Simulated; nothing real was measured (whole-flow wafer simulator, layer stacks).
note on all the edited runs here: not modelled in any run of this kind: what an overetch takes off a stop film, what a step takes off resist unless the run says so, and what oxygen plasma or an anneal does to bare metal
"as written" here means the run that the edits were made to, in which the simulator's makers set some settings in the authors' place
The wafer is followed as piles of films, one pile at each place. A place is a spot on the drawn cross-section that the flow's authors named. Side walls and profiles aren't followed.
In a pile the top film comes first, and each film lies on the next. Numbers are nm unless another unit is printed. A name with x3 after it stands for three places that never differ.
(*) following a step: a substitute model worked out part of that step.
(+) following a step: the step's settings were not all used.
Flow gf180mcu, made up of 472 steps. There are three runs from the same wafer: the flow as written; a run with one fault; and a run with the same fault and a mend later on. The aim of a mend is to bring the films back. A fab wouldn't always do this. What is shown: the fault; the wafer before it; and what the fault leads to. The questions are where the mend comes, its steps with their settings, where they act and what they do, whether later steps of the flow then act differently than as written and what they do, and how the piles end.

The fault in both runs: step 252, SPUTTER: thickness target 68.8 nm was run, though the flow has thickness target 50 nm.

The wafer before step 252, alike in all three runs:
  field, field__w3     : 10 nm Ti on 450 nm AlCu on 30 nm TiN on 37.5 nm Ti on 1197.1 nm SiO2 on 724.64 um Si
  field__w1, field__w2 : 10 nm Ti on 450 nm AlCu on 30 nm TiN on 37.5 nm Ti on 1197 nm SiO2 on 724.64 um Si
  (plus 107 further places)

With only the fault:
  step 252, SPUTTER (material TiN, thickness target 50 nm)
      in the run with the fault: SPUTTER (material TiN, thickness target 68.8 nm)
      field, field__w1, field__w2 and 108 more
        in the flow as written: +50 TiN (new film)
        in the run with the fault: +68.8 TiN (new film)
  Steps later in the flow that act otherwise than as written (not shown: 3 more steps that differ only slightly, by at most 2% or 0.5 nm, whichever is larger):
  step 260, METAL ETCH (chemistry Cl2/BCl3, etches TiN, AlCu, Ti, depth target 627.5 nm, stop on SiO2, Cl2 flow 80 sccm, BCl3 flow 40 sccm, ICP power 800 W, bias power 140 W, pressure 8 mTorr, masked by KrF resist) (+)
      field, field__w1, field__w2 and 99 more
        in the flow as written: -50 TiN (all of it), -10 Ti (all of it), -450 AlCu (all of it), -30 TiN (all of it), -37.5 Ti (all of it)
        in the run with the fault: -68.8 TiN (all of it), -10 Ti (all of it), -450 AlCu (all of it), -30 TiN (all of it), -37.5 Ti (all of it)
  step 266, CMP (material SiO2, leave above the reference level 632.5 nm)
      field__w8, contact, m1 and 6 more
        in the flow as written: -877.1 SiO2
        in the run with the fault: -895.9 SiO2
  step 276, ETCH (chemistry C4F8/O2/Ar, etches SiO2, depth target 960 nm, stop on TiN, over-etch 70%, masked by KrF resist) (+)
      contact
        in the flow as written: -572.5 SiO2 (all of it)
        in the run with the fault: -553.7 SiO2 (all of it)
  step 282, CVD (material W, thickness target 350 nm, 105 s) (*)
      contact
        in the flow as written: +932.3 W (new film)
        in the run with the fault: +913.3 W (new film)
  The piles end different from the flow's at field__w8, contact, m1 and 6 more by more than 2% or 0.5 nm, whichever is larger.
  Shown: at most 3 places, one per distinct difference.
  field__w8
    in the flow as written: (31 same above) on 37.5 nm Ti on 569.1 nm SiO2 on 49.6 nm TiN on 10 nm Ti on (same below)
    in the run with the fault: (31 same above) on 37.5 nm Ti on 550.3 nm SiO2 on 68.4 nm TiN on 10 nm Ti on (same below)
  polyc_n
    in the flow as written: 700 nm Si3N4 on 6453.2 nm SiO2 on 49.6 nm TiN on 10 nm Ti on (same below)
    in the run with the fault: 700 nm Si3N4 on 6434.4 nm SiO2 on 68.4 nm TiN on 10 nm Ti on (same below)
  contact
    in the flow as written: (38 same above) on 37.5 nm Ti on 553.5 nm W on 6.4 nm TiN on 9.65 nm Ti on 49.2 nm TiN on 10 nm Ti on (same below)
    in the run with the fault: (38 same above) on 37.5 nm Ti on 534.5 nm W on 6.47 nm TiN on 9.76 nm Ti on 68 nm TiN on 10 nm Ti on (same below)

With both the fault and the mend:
  The mend follows step 252.
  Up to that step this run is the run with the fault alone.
  step 252a, METAL ETCH (chemistry Cl2/BCl3, etches TiN, AlCu, Ti, depth target 18.8 nm, Cl2 flow 80 sccm, BCl3 flow 40 sccm, ICP power 800 W, bias power 140 W, pressure 8 mTorr)
      field, field__w1, field__w2 and 108 more
        -18.8 TiN
  Every later step of the flow that is run acts as written at every place that is followed.
  At every place that both follow, the piles at the end match the flow's.
